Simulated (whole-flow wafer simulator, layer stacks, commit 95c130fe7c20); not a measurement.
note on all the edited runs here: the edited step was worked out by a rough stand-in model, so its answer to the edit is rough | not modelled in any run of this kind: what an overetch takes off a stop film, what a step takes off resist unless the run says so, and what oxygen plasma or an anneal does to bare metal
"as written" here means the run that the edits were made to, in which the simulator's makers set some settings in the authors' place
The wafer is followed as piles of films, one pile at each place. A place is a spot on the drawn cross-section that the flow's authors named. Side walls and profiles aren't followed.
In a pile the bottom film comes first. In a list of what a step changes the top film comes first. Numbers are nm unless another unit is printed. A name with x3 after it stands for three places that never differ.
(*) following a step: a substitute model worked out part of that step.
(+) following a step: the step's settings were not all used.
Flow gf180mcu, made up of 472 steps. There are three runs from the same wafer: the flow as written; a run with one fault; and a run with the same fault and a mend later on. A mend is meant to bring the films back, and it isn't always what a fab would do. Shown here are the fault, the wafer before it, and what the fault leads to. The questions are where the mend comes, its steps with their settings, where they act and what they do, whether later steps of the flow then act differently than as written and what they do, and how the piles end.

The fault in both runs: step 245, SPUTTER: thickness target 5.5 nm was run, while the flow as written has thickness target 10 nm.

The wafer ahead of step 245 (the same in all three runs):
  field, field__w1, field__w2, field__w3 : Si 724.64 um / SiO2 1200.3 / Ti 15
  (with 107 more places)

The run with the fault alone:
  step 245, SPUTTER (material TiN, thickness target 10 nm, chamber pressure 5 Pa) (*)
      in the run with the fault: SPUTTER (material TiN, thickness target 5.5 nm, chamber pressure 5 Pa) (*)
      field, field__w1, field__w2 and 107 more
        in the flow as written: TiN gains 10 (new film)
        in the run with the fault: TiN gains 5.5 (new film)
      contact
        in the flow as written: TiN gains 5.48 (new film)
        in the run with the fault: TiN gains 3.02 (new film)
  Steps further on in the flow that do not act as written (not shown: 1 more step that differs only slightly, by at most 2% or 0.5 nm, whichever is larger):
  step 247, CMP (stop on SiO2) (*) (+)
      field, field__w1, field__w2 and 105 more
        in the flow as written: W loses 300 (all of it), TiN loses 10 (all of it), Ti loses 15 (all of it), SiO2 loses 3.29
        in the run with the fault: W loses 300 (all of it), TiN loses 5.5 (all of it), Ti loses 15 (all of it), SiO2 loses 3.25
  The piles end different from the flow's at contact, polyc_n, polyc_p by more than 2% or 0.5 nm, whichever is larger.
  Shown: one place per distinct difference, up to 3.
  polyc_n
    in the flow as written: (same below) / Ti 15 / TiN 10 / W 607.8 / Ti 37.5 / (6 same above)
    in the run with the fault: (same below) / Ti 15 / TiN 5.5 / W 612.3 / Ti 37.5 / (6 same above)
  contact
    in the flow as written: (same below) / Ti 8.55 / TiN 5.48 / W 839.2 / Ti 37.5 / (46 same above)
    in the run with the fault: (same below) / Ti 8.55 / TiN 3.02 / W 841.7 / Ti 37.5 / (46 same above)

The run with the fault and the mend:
  The mend follows step 245.
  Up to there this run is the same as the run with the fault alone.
  step 245a, SPUTTER (material TiN, thickness target 4.5 nm, chamber pressure 5 Pa) (*) (the flow's step 245, run once more with other settings)
      field, field__w1, field__w2 and 107 more
        TiN gains 4.5
      contact
        TiN gains 2.46
  Later steps of the flow that are run all act as written at every place that is followed.
  By the end, the piles equal the flow's at every place that both follow.
